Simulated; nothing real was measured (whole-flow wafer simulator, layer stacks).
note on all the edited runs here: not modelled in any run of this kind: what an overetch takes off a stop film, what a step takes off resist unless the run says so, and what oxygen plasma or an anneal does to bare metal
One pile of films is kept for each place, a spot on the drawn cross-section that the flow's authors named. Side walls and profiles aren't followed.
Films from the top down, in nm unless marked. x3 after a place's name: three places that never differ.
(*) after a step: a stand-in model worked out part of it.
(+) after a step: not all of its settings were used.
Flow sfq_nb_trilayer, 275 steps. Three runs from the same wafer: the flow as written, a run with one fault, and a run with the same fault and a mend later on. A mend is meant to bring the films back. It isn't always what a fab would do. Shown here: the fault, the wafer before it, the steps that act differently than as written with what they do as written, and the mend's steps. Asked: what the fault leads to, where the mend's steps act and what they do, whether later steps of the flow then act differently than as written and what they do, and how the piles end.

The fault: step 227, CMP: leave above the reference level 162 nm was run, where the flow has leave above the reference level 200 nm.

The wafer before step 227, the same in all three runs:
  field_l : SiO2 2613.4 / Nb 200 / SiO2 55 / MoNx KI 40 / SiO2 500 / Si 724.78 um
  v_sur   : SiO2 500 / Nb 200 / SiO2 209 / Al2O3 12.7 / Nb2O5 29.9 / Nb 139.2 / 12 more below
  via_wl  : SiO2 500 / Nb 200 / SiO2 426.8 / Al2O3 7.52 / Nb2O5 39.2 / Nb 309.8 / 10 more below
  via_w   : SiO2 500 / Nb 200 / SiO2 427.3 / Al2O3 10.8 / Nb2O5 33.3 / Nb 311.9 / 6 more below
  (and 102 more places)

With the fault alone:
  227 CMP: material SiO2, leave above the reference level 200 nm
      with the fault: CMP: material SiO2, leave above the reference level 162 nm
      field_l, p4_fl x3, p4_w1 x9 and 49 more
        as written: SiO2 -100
        with the fault: SiO2 -138
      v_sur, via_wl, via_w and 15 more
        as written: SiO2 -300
        with the fault: SiO2 -338
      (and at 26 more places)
  Later steps of the flow that act differently than as written (3 more steps differ only slightly, by at most 2% or 0.5 nm, whichever is larger, and aren't shown):
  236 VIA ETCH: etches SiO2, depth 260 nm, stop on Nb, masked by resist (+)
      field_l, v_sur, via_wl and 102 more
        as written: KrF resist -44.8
        with the fault: KrF resist -41.9
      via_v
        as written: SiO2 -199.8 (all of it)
        with the fault: SiO2 -161.8 (all of it)
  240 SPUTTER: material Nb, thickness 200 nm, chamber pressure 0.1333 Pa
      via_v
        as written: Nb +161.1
        with the fault: Nb +170.3
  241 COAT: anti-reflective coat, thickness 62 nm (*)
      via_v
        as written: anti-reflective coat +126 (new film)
        with the fault: anti-reflective coat +115.8 (new film)
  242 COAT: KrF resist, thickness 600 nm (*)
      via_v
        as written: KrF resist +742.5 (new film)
        with the fault: KrF resist +711.5 (new film)
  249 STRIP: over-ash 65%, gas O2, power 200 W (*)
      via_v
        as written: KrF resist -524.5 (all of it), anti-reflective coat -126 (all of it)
        with the fault: KrF resist -493.6 (all of it), anti-reflective coat -115.8 (all of it)
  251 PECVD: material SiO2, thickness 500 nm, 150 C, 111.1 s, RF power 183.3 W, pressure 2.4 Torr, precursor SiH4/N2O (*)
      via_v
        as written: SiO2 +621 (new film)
        with the fault: SiO2 +547.7 (new film)
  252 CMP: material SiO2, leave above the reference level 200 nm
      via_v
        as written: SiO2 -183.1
        with the fault: SiO2 -157.1
  At the end the piles differ from the flow's by more than 2% or 0.5 nm, whichever is larger, at v_sur, via_wl, via_w and 80 more.
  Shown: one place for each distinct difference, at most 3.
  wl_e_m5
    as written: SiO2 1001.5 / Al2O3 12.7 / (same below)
    with the fault: SiO2 963.5 / Al2O3 12.7 / (same below)
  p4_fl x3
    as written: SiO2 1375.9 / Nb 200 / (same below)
    with the fault: SiO2 1337.9 / Nb 200 / (same below)
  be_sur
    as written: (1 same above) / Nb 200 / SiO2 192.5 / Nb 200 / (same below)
    with the fault: (1 same above) / Nb 200 / SiO2 154.5 / Nb 200 / (same below)

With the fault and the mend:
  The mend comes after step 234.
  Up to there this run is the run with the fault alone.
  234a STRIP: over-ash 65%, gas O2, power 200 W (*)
      field_l, v_sur, via_wl and 102 more
        KrF resist -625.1 (all of it), anti-reflective coat -62 (all of it)
      via_v
        anti-reflective coat -62 (all of it)
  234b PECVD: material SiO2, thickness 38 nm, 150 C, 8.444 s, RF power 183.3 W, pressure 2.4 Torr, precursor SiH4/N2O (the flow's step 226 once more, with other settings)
      field_l, v_sur, via_wl and 103 more
        SiO2 +38
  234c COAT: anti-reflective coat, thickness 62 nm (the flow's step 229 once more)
      field_l, v_sur, via_wl and 103 more
        anti-reflective coat +62 (new film)
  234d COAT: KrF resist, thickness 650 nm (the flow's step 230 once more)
      field_l, v_sur, via_wl and 103 more
        KrF resist +650 (new film)
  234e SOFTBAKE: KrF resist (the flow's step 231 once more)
      changes no film at any place that is followed
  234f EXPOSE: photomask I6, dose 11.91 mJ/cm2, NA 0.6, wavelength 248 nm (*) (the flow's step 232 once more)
      changes no film at any place that is followed
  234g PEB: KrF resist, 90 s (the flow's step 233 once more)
      field_l, v_sur, via_wl and 103 more
        KrF resist -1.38
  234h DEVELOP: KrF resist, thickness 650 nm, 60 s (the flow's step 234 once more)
      field_l, v_sur, via_wl and 102 more
        KrF resist -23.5
      via_v
        KrF resist -648.6 (all of it)
  No later step of the flow acts differently than as written, at any place that is followed, by more than 2% or 0.5 nm, whichever is larger.
  At the end the piles are the same as the flow's at every place that both follow.
